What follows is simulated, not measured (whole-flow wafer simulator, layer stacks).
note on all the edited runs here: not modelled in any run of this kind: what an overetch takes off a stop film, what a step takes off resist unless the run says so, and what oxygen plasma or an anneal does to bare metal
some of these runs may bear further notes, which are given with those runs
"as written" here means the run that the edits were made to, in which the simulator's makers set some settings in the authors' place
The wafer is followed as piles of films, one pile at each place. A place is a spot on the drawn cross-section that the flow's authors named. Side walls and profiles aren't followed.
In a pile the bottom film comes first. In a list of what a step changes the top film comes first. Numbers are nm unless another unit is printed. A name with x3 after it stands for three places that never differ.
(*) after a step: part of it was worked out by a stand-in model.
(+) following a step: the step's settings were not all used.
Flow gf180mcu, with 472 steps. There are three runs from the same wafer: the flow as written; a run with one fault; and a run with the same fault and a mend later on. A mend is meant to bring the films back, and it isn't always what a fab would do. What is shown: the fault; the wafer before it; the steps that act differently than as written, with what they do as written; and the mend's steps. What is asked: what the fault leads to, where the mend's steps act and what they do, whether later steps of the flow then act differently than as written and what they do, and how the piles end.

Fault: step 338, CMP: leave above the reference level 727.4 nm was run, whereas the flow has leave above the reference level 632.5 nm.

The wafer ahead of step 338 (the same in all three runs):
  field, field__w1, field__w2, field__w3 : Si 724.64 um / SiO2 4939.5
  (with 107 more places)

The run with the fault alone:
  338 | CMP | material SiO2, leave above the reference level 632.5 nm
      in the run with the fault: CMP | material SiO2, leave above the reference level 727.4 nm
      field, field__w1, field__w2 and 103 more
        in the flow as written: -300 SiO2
        in the run with the fault: -205.1 SiO2
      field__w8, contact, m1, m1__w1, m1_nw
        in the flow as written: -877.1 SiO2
        in the run with the fault: -782.2 SiO2
  Steps further on in the flow that do not act as written (1 other step is not shown; it differs only slightly, by no more than 2% or 0.5 nm, whichever is larger):
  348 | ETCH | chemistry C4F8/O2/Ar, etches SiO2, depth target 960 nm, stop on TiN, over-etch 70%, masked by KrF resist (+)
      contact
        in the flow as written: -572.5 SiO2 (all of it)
        in the run with the fault: -667.4 SiO2 (all of it)
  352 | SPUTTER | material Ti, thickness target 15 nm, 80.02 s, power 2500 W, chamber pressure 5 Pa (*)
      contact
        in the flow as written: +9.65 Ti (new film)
        in the run with the fault: +9.13 Ti (new film)
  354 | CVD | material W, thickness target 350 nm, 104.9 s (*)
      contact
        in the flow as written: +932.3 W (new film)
        in the run with the fault: +1028 W (new film)
  By the end, the piles at field__w8, contact, m1, m1__w1, m1_nw depart from the flow's by more than 2% or 0.5 nm, whichever is larger.
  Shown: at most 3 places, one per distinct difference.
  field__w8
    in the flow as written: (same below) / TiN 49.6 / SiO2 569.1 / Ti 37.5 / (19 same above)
    in the run with the fault: (same below) / TiN 49.6 / SiO2 664 / Ti 37.5 / (19 same above)
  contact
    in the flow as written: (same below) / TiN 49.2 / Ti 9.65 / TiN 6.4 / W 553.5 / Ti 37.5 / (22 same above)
    in the run with the fault: (same below) / TiN 49.2 / Ti 9.13 / TiN 6.06 / W 649.3 / Ti 37.5 / (22 same above)

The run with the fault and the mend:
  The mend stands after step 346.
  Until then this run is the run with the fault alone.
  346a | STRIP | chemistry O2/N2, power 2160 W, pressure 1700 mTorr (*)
      field, field__w1, field__w2 and 107 more
        -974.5 KrF resist (all of it), -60 anti-reflective coat (all of it)
      contact
        -60 anti-reflective coat (all of it)
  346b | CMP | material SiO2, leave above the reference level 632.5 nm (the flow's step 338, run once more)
      field, field__w1, field__w2 and 108 more
        -94.9 SiO2
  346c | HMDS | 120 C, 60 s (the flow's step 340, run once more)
      leaves every film unchanged at each place that is followed
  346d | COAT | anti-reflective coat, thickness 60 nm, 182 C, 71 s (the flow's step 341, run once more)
      field, field__w1, field__w2 and 108 more
        +60 anti-reflective coat (new film)
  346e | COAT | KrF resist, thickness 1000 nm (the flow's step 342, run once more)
      field, field__w1, field__w2 and 108 more
        +1000 KrF resist (new film)
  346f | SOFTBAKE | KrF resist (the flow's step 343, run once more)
      leaves every film unchanged at each place that is followed
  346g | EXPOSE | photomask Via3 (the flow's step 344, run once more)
      leaves every film unchanged at each place that is followed
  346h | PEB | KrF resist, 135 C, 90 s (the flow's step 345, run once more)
      field, field__w1, field__w2 and 108 more
        -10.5 KrF resist
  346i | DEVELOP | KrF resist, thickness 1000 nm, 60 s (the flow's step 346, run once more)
      field, field__w1, field__w2 and 107 more
        -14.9 KrF resist
      contact
        -989.5 KrF resist (all of it)
  Every later step of the flow that is run acts as written at every place that is followed.
  By the end, the piles equal the flow's at every place that both follow.
